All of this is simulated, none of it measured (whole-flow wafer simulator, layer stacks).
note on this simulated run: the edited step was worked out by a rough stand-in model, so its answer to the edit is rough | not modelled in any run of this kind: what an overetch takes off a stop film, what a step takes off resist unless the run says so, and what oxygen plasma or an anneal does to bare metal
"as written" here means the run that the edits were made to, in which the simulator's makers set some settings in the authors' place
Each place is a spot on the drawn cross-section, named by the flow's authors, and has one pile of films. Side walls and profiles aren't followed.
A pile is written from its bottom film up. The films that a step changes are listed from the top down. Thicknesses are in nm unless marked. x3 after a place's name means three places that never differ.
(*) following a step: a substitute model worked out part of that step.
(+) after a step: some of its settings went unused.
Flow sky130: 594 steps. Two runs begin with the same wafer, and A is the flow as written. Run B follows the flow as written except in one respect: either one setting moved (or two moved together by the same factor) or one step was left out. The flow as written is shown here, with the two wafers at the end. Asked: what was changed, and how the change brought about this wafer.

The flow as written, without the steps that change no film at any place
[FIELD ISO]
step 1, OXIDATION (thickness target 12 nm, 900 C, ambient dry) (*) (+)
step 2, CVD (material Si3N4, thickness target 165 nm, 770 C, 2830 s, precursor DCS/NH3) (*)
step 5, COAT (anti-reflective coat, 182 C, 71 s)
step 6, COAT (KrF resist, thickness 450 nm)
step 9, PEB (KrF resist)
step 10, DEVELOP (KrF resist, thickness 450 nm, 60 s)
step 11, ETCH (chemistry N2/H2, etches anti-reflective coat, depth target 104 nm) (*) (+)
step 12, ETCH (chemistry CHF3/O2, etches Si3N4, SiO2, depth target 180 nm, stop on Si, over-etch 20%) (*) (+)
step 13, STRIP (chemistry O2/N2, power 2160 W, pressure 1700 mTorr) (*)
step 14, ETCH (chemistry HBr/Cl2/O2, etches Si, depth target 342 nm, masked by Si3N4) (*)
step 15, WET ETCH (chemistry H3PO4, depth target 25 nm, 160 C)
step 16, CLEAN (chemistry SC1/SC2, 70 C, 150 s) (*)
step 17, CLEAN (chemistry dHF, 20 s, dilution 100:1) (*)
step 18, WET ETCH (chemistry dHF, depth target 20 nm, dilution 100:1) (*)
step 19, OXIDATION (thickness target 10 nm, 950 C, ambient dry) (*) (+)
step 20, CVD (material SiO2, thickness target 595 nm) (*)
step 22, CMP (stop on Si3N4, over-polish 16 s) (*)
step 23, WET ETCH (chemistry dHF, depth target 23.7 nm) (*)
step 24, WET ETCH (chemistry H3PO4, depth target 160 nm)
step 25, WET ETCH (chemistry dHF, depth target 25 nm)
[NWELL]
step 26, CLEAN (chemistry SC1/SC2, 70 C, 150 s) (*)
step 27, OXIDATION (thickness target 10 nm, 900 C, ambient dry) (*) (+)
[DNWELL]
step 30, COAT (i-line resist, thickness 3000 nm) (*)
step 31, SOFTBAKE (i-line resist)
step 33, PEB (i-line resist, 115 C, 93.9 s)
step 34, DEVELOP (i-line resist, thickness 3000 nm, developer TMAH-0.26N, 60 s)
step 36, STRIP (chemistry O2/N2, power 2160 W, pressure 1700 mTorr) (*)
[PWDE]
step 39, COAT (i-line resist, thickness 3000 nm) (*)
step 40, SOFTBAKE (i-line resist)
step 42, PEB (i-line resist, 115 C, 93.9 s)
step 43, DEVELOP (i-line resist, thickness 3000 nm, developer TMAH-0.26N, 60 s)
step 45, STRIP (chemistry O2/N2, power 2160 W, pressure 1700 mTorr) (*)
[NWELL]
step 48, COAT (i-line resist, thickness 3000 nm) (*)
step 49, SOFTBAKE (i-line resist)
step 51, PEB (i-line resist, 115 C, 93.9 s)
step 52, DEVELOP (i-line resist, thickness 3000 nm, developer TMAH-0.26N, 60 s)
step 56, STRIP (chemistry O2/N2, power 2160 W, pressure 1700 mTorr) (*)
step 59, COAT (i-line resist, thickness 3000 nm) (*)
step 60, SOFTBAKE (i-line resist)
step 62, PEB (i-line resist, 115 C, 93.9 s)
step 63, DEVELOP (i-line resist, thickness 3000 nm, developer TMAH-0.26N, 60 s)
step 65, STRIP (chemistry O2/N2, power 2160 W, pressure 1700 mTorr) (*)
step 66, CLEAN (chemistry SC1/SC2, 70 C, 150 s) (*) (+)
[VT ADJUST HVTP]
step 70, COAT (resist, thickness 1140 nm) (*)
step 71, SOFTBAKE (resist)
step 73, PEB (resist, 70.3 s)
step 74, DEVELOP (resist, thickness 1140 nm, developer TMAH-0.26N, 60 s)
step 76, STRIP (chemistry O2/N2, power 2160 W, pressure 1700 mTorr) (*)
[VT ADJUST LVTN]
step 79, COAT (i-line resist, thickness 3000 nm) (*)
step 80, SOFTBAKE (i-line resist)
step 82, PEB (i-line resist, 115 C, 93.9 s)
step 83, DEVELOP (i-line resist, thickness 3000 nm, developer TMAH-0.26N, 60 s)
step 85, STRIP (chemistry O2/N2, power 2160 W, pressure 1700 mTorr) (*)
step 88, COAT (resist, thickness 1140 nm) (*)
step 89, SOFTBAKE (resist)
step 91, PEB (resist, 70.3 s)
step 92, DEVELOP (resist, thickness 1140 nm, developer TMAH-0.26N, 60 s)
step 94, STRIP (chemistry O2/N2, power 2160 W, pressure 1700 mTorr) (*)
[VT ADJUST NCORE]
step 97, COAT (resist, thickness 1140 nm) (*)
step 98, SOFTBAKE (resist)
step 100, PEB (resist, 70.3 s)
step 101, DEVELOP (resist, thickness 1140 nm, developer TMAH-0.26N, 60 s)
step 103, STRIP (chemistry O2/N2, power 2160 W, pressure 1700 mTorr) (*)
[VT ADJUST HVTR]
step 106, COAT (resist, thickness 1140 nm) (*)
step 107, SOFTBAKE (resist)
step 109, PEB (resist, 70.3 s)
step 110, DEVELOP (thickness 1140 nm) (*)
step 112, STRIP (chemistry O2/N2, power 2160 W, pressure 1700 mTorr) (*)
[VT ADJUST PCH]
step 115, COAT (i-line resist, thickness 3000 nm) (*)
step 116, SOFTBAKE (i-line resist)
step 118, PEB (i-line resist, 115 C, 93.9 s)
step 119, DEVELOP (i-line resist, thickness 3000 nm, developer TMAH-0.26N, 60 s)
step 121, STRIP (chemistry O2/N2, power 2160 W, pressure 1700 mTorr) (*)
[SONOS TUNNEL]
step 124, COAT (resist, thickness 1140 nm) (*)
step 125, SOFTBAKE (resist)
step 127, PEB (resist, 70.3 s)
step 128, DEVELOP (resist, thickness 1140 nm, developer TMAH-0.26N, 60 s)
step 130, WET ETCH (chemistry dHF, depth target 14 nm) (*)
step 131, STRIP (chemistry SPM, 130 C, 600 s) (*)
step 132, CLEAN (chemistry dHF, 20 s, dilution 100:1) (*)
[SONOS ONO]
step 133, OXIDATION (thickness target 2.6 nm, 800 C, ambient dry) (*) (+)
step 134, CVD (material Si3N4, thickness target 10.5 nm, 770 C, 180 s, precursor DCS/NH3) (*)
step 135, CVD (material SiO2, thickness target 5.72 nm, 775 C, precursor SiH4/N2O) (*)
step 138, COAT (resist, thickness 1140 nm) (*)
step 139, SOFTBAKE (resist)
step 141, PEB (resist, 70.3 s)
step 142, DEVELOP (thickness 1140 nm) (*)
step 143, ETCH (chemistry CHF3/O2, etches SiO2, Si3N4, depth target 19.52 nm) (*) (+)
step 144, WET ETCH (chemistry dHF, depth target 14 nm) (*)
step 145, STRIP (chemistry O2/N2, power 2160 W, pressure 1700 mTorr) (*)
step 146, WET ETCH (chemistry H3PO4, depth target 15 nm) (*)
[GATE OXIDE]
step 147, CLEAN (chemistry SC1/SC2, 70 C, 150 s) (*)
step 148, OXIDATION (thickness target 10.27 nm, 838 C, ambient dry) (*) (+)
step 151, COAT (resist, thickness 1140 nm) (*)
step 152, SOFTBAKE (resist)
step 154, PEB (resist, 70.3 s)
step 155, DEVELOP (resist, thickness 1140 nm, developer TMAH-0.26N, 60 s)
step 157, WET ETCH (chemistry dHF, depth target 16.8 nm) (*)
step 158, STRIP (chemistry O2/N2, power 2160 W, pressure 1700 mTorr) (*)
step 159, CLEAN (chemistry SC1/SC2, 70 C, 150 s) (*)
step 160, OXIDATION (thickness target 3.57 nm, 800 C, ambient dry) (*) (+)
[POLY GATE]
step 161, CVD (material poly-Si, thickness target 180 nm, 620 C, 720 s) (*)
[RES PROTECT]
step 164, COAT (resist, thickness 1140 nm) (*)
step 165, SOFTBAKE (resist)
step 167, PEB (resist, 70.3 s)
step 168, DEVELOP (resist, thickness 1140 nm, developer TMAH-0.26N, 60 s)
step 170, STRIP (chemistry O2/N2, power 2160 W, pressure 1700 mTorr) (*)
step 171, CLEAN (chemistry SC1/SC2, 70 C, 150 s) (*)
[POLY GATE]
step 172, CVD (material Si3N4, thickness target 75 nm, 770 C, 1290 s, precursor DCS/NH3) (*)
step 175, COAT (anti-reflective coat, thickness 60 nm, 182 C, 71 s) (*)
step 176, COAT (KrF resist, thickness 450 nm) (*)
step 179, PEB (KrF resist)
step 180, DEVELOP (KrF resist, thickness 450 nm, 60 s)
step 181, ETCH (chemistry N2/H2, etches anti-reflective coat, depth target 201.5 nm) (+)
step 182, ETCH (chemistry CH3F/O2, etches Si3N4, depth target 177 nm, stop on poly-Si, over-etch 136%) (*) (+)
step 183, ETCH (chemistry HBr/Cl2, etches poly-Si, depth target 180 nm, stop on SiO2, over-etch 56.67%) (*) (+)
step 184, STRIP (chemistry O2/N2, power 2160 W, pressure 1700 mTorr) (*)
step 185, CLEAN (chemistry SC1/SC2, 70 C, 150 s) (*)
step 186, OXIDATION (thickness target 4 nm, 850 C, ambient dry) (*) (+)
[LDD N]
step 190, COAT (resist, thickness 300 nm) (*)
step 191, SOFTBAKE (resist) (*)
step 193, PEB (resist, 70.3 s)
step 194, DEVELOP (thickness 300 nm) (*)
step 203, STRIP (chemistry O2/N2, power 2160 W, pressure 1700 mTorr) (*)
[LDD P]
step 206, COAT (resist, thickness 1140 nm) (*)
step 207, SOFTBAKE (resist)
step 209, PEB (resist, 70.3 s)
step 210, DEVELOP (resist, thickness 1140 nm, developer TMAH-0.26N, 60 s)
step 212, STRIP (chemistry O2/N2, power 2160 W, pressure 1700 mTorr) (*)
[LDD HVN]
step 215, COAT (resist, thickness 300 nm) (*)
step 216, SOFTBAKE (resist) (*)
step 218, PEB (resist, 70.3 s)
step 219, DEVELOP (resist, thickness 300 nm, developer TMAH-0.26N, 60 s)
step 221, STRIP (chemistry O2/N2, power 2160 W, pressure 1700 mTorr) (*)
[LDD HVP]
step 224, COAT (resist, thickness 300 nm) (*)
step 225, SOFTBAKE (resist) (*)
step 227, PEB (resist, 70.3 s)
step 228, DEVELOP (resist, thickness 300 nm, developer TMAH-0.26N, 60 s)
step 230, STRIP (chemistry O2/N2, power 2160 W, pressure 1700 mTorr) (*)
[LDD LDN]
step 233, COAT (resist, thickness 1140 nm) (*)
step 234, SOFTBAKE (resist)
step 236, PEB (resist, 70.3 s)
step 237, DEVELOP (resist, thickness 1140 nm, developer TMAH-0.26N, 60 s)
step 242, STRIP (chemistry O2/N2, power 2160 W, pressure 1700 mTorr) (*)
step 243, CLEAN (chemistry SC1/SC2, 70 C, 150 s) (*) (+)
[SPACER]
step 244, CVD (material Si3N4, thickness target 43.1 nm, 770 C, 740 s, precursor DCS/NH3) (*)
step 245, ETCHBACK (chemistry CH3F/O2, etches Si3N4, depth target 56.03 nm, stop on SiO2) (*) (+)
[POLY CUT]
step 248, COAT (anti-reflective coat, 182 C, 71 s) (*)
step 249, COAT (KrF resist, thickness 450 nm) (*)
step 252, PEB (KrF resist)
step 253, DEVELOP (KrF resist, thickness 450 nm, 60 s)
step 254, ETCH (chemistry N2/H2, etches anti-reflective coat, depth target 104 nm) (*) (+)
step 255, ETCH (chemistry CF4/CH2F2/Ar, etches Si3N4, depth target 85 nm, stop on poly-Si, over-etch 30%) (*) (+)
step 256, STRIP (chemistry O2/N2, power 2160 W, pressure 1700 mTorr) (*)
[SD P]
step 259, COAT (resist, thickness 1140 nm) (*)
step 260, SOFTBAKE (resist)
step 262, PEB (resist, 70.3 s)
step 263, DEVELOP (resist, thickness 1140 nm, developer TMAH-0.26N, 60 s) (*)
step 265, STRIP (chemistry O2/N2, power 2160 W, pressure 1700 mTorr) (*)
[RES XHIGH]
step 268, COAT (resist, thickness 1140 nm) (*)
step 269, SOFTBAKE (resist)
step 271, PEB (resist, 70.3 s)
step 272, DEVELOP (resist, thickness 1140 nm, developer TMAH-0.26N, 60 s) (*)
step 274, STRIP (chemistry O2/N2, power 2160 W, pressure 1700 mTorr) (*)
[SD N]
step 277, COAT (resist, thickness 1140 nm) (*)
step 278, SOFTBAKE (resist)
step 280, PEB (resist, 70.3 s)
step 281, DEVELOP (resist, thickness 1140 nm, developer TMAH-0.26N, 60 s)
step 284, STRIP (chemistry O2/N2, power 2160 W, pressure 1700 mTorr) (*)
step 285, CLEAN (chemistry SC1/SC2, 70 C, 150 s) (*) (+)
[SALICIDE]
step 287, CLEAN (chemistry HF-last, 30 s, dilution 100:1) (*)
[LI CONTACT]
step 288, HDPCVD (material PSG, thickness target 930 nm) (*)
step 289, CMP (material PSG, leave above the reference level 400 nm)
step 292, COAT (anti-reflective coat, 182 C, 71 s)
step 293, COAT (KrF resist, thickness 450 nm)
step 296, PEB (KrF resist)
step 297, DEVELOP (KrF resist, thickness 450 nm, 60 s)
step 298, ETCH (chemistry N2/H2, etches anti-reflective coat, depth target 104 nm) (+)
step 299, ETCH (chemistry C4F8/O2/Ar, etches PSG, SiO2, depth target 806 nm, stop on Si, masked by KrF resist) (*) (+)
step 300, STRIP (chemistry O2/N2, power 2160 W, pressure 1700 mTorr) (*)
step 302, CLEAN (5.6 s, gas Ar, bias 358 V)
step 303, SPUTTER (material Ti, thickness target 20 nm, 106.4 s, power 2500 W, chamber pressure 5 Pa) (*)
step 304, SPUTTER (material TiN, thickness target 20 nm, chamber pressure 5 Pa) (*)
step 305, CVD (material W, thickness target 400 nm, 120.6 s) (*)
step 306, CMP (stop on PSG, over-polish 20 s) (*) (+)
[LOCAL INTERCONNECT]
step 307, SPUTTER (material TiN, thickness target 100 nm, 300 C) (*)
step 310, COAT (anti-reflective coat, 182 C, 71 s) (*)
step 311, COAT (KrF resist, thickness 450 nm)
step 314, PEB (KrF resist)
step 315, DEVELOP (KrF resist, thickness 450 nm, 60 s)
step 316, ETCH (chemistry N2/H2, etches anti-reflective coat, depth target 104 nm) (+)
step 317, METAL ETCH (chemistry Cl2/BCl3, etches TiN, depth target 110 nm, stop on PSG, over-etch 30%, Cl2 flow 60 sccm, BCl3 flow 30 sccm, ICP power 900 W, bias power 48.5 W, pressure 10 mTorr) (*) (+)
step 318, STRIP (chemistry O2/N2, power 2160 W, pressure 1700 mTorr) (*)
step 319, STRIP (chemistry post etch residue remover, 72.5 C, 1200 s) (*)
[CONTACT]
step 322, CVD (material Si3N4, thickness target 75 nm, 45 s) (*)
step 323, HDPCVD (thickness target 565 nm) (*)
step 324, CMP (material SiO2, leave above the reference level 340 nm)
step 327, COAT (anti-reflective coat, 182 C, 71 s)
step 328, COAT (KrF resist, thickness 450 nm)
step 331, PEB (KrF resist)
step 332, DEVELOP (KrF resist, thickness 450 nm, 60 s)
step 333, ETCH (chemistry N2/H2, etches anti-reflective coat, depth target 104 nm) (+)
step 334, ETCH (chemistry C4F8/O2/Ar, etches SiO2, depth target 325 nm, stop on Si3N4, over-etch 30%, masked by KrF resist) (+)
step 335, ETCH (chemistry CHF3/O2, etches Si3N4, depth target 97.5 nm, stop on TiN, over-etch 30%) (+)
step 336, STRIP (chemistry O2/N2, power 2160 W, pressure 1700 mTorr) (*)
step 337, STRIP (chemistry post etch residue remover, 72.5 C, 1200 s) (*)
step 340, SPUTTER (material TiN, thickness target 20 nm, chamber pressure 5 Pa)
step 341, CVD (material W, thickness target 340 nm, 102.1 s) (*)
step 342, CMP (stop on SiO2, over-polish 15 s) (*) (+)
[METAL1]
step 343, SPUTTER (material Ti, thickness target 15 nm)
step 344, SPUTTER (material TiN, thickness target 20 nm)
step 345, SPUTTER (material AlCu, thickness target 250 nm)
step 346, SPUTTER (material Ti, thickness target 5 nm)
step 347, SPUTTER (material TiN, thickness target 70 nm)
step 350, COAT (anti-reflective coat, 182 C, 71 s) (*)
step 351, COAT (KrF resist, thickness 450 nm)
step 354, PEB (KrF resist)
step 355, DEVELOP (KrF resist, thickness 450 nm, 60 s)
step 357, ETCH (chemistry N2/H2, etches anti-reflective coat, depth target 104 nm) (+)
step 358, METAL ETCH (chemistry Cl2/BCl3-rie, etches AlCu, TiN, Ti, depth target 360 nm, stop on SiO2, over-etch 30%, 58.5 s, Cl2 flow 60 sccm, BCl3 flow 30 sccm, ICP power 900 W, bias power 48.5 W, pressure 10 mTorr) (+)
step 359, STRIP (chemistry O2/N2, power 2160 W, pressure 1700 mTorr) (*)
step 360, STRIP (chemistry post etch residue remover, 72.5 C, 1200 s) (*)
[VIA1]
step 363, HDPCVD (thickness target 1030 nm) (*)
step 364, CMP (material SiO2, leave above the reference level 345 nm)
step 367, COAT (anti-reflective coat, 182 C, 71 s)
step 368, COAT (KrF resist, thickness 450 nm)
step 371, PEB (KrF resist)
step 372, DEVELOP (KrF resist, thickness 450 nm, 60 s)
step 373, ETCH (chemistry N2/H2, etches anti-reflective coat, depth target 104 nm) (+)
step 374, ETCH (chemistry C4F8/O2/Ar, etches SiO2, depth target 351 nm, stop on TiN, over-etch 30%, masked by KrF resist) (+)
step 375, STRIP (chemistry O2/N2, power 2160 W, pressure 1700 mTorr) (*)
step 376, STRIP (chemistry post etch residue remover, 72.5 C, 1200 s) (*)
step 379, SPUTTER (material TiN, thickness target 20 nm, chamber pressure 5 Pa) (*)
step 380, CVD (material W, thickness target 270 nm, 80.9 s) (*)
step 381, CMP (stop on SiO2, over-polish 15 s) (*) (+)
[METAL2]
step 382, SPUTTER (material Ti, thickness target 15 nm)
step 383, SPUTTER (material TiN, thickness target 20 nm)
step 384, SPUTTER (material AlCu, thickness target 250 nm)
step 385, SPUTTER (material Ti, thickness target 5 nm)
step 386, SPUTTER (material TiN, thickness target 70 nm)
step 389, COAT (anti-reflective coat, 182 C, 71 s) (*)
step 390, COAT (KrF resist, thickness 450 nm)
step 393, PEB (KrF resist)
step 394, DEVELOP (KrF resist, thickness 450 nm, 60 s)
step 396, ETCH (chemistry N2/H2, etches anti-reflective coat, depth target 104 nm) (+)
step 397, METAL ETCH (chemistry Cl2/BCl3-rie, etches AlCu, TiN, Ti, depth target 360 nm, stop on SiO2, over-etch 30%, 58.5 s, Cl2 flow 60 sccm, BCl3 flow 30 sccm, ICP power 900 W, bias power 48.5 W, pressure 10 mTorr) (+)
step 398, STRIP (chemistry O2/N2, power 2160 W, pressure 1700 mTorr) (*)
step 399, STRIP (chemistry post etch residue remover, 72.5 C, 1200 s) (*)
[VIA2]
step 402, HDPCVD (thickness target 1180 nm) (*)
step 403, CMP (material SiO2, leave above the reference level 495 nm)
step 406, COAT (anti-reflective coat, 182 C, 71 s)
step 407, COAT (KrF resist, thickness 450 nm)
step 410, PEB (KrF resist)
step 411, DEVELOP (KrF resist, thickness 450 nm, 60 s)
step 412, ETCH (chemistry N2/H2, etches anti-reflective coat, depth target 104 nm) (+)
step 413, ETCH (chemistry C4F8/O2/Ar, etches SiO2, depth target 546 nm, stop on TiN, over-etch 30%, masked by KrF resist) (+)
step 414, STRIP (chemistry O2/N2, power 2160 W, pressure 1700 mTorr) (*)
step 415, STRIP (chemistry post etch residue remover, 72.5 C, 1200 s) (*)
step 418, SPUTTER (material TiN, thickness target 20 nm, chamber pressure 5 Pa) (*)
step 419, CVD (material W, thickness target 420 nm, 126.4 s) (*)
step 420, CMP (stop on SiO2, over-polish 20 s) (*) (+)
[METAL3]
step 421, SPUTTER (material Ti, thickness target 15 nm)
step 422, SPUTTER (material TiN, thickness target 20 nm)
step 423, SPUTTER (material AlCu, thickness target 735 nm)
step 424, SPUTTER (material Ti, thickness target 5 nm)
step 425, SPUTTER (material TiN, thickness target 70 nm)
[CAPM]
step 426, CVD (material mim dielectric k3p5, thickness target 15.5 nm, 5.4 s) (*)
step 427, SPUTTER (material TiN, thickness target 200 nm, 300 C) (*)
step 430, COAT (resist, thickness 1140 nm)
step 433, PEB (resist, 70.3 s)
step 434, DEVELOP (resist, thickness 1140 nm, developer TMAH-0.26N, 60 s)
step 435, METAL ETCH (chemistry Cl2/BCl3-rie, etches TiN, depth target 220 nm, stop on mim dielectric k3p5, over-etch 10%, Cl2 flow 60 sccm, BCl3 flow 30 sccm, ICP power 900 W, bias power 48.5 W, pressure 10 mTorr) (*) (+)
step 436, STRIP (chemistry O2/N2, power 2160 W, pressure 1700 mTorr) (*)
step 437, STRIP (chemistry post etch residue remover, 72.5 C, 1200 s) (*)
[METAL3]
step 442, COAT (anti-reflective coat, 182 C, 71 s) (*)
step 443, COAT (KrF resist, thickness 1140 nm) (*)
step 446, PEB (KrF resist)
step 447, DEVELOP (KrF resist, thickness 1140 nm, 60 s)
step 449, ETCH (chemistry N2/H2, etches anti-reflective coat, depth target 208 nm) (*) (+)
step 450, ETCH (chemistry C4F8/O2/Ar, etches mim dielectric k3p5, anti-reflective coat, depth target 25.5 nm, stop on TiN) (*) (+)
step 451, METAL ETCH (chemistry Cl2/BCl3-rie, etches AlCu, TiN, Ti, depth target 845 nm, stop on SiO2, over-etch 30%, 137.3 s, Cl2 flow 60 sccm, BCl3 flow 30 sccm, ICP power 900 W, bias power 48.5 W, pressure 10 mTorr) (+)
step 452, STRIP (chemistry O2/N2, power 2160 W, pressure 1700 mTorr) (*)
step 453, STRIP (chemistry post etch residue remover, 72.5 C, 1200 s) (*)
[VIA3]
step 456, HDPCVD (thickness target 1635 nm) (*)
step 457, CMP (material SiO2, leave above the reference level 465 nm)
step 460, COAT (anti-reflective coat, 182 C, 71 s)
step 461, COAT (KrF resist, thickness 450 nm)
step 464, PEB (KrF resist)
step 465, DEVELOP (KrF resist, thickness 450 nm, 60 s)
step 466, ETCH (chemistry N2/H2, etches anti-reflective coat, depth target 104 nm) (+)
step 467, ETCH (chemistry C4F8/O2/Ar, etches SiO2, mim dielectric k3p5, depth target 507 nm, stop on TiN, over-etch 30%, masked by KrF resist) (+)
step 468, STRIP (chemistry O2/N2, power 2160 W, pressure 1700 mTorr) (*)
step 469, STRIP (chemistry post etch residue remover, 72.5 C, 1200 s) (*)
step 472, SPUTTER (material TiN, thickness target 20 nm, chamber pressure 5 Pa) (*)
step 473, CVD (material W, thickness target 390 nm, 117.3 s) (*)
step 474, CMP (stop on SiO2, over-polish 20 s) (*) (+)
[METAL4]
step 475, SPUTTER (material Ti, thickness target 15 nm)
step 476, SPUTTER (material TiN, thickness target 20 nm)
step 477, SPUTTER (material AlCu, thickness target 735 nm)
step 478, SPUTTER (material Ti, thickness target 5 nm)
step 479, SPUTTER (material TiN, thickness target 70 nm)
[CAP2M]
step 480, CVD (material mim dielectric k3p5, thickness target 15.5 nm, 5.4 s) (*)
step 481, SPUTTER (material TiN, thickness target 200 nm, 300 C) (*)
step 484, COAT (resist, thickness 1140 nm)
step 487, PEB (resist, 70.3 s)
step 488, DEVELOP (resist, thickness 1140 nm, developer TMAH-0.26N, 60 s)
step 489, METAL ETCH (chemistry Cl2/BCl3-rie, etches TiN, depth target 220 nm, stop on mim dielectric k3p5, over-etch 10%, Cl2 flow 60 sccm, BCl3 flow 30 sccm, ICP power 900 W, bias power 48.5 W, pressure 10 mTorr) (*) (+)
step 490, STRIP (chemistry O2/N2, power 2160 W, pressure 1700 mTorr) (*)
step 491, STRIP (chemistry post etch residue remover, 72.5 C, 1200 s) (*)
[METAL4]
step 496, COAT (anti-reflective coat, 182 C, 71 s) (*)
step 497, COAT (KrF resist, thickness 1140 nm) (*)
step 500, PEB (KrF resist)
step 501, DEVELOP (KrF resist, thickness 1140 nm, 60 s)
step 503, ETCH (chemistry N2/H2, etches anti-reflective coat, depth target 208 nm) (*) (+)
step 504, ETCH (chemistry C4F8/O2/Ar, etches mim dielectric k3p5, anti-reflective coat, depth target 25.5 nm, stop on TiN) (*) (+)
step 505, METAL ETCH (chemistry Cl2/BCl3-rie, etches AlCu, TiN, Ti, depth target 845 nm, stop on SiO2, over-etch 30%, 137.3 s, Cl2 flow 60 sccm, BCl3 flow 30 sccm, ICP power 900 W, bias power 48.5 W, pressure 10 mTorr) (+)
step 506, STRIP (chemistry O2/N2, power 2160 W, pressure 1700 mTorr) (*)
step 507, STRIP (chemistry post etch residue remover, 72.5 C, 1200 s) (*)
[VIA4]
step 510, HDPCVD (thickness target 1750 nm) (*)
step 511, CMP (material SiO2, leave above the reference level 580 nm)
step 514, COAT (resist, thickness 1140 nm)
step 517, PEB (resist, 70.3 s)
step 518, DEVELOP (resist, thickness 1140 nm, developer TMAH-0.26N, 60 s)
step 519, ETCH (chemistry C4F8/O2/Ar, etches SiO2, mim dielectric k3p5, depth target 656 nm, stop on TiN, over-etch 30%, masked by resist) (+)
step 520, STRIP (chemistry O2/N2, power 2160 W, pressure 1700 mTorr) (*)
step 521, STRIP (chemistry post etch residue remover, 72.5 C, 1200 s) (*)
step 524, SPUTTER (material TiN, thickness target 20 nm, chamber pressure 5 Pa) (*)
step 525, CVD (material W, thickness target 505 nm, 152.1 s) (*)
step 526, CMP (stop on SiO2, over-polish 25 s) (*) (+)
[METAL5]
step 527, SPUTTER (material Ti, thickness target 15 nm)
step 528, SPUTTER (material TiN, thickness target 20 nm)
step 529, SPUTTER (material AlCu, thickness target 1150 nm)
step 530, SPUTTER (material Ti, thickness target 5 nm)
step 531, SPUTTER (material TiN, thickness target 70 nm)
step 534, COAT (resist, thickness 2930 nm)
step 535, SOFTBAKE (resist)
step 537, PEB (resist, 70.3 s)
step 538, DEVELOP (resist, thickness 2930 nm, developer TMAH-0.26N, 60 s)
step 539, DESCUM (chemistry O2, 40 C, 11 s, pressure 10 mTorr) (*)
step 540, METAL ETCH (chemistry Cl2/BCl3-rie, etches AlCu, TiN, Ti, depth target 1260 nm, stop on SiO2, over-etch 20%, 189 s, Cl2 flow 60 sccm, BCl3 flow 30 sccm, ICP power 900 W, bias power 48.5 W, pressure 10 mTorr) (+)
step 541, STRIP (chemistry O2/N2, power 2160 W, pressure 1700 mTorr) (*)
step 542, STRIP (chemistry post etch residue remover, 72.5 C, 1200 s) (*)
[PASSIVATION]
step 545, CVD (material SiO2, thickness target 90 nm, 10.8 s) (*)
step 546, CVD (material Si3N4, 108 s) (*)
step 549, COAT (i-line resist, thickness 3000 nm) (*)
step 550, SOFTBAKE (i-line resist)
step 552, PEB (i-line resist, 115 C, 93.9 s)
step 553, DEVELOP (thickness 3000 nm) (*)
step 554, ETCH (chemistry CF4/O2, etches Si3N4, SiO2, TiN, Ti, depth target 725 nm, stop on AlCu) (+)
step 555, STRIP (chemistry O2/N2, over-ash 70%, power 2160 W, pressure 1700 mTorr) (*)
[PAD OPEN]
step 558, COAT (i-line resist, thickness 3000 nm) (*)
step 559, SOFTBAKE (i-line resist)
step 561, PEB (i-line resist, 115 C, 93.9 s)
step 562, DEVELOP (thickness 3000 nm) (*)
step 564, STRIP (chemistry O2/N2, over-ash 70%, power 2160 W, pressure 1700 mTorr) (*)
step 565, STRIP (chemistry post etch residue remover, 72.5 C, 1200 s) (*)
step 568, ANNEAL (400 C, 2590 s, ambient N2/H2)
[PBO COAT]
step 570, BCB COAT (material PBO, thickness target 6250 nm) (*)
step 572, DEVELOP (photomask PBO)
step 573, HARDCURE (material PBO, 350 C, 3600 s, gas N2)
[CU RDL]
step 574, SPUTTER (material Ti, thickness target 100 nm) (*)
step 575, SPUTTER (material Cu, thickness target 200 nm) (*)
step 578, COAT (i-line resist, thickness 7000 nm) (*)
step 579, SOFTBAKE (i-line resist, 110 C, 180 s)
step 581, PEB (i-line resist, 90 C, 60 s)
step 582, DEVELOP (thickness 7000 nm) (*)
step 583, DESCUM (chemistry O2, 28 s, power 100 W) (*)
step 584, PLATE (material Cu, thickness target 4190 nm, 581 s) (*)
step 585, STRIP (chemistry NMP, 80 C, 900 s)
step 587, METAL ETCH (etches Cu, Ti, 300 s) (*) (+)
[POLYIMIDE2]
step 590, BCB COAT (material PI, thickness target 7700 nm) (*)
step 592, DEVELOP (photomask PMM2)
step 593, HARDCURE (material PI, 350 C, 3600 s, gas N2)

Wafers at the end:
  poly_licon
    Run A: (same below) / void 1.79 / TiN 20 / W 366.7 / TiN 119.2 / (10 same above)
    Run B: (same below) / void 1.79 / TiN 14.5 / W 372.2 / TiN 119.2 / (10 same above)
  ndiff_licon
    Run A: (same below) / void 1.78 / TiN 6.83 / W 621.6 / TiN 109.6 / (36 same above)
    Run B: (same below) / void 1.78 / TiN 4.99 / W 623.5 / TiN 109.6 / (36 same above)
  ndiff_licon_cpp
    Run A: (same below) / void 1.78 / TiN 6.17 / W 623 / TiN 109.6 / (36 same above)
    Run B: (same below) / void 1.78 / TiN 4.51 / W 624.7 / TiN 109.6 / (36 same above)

The reason: step 304, SPUTTER: thickness target 14.5 nm was run, while the flow as written has thickness target 20 nm.
The wafer itself shows it: poly_licon has TiN 14.5, and step 304 as written asks for 20 nm.

Step by step, how the change led to this:
  step 304, SPUTTER (material TiN, thickness target 20 nm, chamber pressure 5 Pa) (*)
      field, active, n_well and 185 more: A +20 TiN (new film) | B +14.5 TiN (new film)
      ndiff_licon: A +6.83 TiN (new film) | B +4.99 TiN (new film)
      (and at 2 other places as well)
  step 306, CMP (stop on PSG, over-polish 20 s) (*) (+)
      field, active, n_well and 184 more: A -400 W (all of it), -20 TiN (all of it), -20 Ti (all of it), -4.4 PSG | B -400 W (all of it), -14.5 TiN (all of it), -20 Ti (all of it), -4.4 PSG
      poly_licon: A -33.3 W | B -27.8 W
